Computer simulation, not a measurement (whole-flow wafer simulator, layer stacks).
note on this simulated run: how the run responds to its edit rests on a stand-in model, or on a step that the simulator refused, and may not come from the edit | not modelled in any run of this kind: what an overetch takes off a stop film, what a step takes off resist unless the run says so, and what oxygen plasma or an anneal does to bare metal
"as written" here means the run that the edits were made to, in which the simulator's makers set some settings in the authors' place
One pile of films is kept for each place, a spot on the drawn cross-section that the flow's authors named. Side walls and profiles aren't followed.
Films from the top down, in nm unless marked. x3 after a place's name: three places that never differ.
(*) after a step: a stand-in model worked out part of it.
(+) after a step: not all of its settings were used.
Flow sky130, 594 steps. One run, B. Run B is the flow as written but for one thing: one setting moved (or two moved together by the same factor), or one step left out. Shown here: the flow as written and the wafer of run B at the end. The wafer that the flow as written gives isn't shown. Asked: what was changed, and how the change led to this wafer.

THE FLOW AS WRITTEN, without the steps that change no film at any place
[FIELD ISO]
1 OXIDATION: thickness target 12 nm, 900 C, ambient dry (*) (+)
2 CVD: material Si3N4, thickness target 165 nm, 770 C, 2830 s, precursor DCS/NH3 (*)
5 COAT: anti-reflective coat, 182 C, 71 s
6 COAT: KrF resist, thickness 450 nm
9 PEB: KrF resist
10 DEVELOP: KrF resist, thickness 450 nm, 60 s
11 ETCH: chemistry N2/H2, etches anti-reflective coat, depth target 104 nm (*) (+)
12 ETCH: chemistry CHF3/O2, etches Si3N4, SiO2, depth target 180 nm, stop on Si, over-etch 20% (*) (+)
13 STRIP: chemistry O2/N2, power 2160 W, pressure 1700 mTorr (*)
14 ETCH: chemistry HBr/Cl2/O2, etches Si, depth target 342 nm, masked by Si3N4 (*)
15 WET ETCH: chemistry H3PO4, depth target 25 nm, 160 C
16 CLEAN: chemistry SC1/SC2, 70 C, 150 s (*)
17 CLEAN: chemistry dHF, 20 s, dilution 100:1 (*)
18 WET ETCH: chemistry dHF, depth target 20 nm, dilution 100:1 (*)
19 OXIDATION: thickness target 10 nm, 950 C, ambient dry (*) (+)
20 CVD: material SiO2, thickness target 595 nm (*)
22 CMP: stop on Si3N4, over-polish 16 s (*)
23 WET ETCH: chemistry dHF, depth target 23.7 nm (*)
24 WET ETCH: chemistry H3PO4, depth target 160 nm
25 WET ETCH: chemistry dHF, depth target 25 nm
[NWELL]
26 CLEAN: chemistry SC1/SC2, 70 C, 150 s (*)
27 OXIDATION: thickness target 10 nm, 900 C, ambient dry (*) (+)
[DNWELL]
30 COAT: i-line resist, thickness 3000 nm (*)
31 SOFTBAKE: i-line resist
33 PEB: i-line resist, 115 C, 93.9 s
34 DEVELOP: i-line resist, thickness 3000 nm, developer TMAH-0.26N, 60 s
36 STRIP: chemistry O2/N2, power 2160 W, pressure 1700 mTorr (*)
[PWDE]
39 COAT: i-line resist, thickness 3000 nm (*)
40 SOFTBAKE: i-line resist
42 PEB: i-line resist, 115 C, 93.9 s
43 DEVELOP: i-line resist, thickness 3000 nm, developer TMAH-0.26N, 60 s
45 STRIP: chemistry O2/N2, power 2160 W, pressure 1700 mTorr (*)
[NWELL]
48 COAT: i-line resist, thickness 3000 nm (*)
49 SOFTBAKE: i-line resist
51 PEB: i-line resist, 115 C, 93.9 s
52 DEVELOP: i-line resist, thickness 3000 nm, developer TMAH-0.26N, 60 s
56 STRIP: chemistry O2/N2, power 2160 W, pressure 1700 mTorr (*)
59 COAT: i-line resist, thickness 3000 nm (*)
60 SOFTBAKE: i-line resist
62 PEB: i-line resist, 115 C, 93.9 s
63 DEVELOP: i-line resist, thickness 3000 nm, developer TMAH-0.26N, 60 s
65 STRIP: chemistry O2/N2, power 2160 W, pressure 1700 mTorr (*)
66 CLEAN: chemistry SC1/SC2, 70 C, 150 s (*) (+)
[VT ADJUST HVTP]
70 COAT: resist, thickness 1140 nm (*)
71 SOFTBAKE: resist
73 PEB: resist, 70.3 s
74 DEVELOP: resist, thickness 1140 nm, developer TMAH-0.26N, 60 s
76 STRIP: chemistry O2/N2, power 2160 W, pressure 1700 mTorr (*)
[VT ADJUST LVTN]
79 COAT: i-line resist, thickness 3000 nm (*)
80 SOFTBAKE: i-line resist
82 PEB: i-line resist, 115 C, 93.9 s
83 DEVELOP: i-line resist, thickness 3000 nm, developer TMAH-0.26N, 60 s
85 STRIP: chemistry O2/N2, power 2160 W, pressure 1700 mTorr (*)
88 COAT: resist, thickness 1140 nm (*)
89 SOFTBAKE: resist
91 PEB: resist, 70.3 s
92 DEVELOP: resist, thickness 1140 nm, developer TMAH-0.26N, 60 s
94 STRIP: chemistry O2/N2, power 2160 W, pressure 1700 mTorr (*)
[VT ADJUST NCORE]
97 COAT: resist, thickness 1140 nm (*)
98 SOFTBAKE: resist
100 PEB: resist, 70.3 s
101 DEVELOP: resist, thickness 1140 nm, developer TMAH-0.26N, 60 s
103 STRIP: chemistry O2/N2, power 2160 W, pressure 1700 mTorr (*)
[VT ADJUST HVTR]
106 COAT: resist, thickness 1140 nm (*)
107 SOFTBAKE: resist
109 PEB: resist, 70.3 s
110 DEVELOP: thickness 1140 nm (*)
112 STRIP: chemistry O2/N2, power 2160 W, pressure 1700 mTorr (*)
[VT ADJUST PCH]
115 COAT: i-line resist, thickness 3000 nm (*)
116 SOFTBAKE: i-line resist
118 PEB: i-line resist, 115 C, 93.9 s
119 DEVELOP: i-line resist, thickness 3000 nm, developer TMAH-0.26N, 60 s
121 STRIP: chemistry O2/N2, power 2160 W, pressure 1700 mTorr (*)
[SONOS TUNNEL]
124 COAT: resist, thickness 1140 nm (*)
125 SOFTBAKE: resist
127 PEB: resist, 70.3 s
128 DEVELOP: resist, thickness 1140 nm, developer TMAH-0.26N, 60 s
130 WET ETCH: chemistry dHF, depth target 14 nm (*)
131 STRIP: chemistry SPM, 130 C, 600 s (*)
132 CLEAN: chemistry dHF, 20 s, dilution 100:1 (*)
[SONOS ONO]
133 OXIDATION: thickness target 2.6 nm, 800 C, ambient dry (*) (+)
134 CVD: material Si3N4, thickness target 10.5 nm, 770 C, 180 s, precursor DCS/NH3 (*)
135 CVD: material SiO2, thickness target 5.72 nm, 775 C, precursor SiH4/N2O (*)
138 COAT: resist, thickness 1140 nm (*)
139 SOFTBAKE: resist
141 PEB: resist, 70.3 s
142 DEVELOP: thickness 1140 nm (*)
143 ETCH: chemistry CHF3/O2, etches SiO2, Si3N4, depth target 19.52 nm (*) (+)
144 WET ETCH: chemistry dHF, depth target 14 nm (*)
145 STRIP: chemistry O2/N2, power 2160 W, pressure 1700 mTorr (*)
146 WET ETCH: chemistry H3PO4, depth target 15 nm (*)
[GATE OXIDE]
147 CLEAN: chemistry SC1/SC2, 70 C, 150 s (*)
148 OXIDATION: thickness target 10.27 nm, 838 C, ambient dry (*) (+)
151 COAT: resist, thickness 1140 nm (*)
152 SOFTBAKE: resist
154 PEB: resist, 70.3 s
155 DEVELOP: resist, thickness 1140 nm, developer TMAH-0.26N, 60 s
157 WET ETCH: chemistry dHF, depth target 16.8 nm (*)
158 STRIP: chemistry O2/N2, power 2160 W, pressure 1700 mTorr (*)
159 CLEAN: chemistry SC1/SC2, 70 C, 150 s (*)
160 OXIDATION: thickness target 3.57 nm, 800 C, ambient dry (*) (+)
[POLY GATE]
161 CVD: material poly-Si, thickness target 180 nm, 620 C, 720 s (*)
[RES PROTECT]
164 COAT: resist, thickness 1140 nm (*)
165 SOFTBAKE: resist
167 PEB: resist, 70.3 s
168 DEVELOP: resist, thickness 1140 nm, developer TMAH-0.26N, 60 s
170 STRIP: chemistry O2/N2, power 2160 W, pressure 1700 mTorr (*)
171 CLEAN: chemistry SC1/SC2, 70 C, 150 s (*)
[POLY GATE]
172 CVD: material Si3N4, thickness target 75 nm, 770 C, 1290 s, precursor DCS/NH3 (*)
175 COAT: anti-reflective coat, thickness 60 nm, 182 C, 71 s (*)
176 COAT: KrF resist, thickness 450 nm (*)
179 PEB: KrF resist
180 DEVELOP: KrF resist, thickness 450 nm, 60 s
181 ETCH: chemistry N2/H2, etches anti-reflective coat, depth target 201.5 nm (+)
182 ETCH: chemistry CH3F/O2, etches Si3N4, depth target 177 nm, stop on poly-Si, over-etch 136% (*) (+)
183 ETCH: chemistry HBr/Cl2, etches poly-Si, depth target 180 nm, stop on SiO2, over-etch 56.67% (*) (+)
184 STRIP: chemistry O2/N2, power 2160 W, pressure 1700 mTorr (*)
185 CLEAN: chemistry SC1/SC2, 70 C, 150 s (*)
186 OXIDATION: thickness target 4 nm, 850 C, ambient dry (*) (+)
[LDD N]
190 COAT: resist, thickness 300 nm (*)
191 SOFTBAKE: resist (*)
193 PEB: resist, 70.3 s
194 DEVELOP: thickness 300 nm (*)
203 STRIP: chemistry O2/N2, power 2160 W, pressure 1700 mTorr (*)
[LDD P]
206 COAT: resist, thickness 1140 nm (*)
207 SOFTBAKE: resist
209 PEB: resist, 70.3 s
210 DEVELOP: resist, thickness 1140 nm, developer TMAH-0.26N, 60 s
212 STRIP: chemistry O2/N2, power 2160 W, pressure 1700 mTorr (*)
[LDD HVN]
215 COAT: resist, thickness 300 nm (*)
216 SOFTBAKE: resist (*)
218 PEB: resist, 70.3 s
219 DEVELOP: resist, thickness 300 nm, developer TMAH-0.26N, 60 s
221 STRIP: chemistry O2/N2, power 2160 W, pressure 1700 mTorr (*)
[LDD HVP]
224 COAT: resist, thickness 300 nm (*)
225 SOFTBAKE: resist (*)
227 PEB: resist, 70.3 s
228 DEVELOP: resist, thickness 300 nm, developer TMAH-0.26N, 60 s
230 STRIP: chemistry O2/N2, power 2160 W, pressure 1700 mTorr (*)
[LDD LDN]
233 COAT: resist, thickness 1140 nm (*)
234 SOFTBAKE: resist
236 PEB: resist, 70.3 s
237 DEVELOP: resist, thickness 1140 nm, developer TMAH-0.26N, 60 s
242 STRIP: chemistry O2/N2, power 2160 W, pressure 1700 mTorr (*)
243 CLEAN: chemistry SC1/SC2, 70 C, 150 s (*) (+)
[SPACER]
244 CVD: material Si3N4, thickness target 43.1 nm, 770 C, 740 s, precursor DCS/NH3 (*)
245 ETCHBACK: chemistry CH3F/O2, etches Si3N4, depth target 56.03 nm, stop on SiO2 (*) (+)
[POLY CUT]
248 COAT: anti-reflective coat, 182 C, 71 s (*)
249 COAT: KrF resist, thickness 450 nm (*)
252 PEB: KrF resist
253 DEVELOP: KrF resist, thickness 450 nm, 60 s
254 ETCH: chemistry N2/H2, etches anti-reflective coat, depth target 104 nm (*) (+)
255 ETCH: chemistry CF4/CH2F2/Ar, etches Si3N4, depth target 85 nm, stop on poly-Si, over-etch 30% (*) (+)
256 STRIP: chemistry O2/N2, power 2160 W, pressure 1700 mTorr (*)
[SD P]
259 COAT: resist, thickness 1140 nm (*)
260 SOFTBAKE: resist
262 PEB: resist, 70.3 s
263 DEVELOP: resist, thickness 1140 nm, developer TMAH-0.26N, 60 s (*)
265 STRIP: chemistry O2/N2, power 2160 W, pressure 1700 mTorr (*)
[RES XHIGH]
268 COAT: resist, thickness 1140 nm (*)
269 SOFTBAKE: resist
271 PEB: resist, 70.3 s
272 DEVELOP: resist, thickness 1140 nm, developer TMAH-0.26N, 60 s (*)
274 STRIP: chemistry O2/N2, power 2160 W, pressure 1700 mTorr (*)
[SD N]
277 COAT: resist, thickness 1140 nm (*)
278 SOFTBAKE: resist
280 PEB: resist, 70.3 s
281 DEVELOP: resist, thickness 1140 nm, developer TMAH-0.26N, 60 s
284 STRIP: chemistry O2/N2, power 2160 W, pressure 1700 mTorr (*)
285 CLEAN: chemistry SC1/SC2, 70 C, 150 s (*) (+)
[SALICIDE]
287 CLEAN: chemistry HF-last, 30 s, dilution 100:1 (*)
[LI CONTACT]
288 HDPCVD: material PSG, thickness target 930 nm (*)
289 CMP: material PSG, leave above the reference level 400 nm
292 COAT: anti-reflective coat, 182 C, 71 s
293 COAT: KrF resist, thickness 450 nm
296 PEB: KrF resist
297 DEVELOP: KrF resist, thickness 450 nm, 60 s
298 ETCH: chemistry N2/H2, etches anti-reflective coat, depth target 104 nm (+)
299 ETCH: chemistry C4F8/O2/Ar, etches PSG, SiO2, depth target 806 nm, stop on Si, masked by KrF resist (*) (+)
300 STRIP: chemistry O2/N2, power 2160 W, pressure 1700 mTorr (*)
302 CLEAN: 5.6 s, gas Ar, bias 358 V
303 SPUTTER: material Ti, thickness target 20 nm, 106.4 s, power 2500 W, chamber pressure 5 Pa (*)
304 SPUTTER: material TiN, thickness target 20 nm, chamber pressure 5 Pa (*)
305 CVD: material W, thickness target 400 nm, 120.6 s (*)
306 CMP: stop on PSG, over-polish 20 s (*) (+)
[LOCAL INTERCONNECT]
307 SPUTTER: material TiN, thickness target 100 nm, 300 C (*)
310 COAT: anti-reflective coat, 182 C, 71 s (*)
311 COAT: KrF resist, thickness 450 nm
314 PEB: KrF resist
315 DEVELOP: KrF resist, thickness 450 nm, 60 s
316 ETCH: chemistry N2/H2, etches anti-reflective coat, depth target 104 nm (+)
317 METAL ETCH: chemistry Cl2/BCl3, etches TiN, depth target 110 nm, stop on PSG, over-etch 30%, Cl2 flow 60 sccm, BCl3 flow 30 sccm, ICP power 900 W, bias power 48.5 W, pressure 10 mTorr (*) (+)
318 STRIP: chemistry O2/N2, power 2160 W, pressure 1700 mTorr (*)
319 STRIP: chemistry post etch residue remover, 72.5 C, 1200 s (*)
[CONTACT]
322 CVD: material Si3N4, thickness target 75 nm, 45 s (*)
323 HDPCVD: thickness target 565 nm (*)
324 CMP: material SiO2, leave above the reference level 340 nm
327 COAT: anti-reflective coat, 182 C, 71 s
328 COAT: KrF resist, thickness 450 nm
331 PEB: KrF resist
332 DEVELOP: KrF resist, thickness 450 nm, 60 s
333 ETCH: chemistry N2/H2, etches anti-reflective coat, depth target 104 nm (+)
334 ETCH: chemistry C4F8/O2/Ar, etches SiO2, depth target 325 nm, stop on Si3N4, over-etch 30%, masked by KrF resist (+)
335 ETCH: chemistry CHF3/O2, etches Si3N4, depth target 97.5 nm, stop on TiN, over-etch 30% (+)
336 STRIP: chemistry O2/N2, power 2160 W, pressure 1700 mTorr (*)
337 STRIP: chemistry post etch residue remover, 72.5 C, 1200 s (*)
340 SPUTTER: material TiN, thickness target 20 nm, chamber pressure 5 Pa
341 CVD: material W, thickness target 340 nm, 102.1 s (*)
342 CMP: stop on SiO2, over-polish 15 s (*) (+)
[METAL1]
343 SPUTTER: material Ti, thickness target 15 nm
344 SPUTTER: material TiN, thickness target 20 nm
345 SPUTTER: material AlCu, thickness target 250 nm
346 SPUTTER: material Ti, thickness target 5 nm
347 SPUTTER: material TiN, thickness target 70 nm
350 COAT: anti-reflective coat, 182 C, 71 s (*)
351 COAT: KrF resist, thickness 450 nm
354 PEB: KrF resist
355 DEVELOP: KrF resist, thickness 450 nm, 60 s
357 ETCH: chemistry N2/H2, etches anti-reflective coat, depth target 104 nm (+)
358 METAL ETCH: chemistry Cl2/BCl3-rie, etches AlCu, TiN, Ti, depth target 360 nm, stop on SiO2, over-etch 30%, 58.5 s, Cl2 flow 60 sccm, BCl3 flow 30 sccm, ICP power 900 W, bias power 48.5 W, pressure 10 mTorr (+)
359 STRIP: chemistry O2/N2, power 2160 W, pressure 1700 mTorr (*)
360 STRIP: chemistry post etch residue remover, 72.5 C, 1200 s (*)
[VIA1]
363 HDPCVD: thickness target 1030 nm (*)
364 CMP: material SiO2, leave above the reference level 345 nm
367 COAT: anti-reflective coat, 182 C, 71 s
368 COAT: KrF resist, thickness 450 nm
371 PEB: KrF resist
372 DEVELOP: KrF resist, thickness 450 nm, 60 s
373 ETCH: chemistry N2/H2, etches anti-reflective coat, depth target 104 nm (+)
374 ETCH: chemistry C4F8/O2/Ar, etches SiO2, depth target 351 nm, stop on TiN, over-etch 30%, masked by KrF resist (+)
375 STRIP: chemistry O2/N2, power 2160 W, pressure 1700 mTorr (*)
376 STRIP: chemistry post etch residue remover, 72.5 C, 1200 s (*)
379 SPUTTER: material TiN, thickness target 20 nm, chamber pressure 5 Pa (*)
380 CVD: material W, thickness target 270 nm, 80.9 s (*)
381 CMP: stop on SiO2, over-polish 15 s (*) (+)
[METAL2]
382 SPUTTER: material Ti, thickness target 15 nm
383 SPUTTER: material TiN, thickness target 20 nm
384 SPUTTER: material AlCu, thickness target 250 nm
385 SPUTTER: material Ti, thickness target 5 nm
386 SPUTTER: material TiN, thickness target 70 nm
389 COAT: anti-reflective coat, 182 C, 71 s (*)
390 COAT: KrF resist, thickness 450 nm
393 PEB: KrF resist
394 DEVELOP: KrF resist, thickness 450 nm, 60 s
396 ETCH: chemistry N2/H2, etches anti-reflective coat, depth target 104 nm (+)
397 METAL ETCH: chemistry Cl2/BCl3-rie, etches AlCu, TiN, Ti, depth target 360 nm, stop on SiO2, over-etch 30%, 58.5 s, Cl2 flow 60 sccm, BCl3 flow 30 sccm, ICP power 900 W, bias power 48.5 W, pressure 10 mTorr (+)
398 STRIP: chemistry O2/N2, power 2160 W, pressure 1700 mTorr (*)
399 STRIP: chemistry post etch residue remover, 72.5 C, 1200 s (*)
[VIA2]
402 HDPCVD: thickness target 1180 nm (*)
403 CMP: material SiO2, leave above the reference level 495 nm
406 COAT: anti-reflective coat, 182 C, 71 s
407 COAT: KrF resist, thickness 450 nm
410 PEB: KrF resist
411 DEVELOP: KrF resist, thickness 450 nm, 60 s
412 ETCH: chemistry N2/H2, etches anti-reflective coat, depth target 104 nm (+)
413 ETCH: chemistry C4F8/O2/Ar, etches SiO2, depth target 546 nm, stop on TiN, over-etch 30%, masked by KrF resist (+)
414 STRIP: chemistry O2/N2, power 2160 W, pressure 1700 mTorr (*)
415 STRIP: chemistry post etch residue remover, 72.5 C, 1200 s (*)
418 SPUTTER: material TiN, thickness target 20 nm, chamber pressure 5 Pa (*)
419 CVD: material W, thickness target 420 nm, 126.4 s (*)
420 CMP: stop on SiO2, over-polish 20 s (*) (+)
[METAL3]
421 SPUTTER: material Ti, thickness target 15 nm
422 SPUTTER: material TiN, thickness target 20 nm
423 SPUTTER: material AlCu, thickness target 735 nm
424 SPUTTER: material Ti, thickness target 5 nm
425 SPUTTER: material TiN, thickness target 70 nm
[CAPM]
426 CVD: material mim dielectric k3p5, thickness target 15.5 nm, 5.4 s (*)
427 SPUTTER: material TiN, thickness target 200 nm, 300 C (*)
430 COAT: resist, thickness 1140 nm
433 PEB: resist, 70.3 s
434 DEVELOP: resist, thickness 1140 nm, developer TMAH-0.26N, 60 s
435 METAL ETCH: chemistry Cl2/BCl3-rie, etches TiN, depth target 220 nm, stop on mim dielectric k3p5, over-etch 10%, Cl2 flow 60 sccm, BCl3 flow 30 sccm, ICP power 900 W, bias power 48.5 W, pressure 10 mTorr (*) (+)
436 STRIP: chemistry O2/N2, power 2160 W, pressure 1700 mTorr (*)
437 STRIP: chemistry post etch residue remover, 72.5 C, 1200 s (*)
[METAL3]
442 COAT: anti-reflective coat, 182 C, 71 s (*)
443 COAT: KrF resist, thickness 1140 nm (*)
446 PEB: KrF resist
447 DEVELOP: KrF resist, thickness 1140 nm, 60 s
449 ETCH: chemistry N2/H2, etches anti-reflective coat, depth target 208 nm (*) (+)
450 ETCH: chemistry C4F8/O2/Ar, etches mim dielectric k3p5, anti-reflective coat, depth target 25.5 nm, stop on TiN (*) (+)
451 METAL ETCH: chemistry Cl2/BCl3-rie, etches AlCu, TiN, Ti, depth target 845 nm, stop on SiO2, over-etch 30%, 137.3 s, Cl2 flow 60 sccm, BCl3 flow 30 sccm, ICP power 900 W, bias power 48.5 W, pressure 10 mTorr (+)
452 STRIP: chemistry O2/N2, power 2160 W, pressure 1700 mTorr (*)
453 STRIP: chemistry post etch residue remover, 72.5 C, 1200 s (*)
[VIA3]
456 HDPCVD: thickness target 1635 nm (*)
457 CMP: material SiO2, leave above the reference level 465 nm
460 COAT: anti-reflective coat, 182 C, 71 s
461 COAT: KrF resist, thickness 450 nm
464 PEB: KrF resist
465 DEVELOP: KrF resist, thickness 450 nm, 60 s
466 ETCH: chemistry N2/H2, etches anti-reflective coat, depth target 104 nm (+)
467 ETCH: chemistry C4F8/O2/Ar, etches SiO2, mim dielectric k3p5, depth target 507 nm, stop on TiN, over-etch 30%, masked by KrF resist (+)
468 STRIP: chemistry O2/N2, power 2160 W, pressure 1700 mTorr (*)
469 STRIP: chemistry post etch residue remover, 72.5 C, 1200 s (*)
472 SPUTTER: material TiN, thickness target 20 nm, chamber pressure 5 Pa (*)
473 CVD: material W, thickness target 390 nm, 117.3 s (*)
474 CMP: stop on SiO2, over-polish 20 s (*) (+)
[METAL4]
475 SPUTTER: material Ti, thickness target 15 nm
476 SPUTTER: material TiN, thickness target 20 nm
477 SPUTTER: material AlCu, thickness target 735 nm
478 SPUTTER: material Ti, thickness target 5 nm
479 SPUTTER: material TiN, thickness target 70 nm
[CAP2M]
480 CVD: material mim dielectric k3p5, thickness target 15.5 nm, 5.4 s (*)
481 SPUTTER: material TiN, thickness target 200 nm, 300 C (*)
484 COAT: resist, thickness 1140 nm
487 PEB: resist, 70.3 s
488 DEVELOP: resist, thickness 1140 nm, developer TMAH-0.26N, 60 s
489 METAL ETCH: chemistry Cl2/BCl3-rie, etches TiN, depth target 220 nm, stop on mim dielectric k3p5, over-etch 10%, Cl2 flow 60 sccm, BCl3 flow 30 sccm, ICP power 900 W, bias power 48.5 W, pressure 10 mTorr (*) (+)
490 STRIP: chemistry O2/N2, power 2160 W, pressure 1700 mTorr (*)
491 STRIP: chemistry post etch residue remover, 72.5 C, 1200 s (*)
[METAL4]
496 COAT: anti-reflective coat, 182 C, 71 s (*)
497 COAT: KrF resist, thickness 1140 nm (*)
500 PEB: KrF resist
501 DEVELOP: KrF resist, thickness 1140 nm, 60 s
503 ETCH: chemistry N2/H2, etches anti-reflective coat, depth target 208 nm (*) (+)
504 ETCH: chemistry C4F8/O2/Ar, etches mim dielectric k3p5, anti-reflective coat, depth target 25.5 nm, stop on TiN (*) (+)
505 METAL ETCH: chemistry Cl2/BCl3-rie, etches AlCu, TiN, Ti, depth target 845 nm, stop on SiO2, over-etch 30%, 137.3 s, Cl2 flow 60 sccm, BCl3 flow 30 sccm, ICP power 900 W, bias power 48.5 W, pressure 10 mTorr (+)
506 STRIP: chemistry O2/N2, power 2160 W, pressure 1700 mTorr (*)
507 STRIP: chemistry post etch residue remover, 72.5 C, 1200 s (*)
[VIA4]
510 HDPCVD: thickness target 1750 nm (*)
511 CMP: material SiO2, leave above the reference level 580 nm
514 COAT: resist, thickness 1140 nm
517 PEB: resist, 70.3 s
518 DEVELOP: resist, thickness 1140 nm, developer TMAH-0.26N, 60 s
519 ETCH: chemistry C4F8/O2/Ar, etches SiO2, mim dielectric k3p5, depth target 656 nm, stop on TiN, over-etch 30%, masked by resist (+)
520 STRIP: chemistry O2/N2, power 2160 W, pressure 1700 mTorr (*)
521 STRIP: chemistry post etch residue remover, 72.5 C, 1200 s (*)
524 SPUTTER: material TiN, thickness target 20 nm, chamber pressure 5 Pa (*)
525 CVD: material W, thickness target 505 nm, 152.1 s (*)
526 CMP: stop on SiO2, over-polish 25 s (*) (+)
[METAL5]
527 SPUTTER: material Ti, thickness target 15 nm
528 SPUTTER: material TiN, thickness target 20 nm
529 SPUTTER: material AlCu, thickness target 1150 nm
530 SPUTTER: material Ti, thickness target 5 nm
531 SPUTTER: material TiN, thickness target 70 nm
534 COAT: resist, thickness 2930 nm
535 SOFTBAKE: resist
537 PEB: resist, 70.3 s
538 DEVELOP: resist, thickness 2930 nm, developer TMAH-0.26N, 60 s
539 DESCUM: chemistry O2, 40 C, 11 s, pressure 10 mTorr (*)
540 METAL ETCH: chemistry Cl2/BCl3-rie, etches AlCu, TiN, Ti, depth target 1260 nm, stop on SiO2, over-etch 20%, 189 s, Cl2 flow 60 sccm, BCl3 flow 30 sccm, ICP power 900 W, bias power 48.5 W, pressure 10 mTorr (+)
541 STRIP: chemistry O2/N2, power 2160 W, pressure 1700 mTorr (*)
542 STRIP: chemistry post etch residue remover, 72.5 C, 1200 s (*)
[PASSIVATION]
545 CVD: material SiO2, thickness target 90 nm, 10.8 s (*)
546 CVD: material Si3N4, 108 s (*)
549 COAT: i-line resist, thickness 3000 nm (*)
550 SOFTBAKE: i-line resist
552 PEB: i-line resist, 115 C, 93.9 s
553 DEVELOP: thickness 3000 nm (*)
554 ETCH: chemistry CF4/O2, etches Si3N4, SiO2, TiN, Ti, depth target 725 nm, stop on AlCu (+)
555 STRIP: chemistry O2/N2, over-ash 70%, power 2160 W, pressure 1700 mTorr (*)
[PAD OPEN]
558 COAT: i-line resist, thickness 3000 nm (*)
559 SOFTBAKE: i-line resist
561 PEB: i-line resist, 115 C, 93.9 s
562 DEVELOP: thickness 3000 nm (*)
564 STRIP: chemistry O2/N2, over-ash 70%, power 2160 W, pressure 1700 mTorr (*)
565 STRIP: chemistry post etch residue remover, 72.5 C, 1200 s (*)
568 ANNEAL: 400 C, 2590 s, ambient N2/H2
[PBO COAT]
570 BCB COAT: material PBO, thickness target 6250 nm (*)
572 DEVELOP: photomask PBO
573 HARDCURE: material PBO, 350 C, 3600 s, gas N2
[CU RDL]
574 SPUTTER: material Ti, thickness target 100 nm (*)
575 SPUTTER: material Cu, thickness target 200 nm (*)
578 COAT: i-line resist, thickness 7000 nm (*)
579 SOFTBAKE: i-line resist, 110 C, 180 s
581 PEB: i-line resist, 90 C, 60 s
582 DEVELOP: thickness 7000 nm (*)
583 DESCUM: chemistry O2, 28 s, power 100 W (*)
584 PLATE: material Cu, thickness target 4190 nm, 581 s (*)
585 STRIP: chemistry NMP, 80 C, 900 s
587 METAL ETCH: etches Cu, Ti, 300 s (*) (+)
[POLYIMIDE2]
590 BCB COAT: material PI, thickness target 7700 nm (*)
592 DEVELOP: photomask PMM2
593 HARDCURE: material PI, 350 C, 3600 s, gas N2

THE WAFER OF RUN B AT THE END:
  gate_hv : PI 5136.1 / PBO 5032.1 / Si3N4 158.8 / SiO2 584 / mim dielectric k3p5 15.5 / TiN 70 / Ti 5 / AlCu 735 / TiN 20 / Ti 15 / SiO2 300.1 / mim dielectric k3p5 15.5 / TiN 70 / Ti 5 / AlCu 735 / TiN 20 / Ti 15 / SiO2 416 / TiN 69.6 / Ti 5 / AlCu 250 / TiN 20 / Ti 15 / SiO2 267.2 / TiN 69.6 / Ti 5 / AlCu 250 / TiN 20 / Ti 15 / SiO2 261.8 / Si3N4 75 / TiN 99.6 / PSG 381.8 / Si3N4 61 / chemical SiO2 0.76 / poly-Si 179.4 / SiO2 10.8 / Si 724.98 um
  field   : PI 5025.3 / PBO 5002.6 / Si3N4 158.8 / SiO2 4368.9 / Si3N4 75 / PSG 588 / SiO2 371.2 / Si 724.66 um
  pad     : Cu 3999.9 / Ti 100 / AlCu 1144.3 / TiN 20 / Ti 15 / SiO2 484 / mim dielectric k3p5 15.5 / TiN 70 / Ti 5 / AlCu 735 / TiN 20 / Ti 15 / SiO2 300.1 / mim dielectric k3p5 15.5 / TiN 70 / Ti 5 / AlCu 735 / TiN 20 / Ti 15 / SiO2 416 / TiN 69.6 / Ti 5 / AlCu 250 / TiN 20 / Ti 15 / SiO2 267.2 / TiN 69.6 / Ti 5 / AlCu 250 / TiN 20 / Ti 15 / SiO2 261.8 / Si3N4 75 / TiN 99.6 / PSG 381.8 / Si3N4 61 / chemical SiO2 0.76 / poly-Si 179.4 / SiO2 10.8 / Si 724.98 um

The cause: step 457, CMP: leave above the reference level 395 nm was run, where the flow has leave above the reference level 465 nm.

How the change led to this, step by step:
  457 CMP: material SiO2, leave above the reference level 465 nm
      n_well, p_well, gate_hv and 99 more: SiO2 -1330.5 (as written it would be: SiO2 -1260.5)
      field, active, gate and 82 more: SiO2 -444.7 (as written it would be: SiO2 -374.7)
      (and at 5 more places)
  467 ETCH: chemistry C4F8/O2/Ar, etches SiO2, mim dielectric k3p5, depth target 507 nm, stop on TiN, over-etch 30%, masked by KrF resist (+)
      field, active, n_well and 187 more: KrF resist -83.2 (as written it would be: KrF resist -101.4)
      m1: SiO2 -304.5 (all of it), mim dielectric k3p5 -15.5 (all of it) (as written it would be: SiO2 -374.5 (all of it), mim dielectric k3p5 -15.5 (all of it))
      (and at 1 more place)
  468 STRIP: chemistry O2/N2, power 2160 W, pressure 1700 mTorr (*)
      field, active, n_well and 187 more: KrF resist -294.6 (all of it), anti-reflective coat -80 (all of it) (as written it would be: KrF resist -276.4 (all of it), anti-reflective coat -80 (all of it))
  472 SPUTTER: material TiN, thickness target 20 nm, chamber pressure 5 Pa (*)
      m1: TiN +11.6 (as written it would be: TiN +10.6)
      via3_hole: TiN +11.5 (as written it would be: TiN +10.6)
  473 CVD: material W, thickness target 390 nm, 117.3 s (*)
      m1: W +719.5 (new film) (as written it would be: W +790.5 (new film))
      via3_hole: W +718.9 (new film) (as written it would be: W +789.9 (new film))
